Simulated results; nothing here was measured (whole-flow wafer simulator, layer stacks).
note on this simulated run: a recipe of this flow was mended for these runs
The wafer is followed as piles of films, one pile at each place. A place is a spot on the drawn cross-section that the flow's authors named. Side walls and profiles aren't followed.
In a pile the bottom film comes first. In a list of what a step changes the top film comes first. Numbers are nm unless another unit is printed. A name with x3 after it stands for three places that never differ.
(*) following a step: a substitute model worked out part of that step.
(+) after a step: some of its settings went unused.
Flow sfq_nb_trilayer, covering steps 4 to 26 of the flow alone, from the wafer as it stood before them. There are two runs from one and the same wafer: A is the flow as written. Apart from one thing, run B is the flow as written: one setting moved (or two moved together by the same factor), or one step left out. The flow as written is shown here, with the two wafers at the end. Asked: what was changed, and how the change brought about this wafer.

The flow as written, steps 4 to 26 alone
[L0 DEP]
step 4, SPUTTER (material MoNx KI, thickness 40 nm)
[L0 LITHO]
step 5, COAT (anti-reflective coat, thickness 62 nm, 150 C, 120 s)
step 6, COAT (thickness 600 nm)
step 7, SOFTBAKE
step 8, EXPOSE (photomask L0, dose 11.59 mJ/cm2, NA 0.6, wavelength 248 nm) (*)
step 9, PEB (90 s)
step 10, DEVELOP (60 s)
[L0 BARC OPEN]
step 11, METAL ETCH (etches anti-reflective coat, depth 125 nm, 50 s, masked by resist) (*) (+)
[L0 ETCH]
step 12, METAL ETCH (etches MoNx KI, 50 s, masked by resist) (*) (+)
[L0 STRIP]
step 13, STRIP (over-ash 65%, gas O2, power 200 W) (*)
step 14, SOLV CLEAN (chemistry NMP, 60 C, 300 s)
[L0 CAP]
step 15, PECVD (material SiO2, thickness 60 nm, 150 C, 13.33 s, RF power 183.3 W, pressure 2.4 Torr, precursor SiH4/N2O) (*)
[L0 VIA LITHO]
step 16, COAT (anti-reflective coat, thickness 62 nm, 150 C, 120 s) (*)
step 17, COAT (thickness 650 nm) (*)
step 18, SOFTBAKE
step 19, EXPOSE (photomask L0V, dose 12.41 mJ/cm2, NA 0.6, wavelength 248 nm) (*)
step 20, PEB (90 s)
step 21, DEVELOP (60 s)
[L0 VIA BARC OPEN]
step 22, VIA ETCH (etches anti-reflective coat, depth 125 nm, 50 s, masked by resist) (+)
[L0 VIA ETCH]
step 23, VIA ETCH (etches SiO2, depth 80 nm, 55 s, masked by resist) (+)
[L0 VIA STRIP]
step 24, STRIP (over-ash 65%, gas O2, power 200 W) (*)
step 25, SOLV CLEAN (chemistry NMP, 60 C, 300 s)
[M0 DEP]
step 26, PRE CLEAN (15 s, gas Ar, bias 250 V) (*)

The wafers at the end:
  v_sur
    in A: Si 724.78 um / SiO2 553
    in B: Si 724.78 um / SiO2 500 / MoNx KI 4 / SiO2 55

The reason: step 12, METAL ETCH: 36 s was run, while the flow as written has 50 s.

How this came from the change, step by step:
  step 12, METAL ETCH (etches MoNx KI, 50 s, masked by resist) (*) (+)
      v_sur, via_wl, via_w and 97 more: A MoNx KI loses 40 (all of it), SiO2 loses 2 | B MoNx KI loses 36
      field_l, l0_sur, l0v, l0r_line_l, l0r_line_c, l0r_line_r: A KrF-resist-other-grade loses 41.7 | B KrF-resist-other-grade loses 30
  step 13, STRIP (over-ash 65%, gas O2, power 200 W) (*)
      field_l, l0_sur, l0v, l0r_line_l, l0r_line_c, l0r_line_r: A KrF-resist-other-grade loses 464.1 (all of it), anti-reflective coat loses 62 (all of it) | B KrF-resist-other-grade loses 475.8 (all of it), anti-reflective coat loses 62 (all of it)
  step 15, PECVD (material SiO2, thickness 60 nm, 150 C, 13.33 s, RF power 183.3 W, pressure 2.4 Torr, precursor SiH4/N2O) (*)
      v_sur, via_wl, via_w and 97 more: A SiO2 gains 60 | B SiO2 gains 60 (new film)
  step 16, COAT (anti-reflective coat, thickness 62 nm, 150 C, 120 s) (*)
      field_l: A anti-reflective coat gains 50 (new film) | B anti-reflective coat gains 51.5 (new film)
      v_sur: A anti-reflective coat gains 78.1 (new film) | B anti-reflective coat gains 75.9 (new film)
      (as well as at 3 more places)
  step 24, STRIP (over-ash 65%, gas O2, power 200 W) (*)
      field_l: A KrF-resist-other-grade loses 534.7 (all of it), anti-reflective coat loses 50 (all of it) | B KrF-resist-other-grade loses 535.9 (all of it), anti-reflective coat loses 51.5 (all of it)
      v_sur: A KrF-resist-other-grade loses 544.6 (all of it), anti-reflective coat loses 78.1 (all of it) | B KrF-resist-other-grade loses 544 (all of it), anti-reflective coat loses 75.9 (all of it)
      (as well as at 3 more places)
Taking metal films that touch as one body, v_sur has 1 body; the flow as written gives 0 bodies.
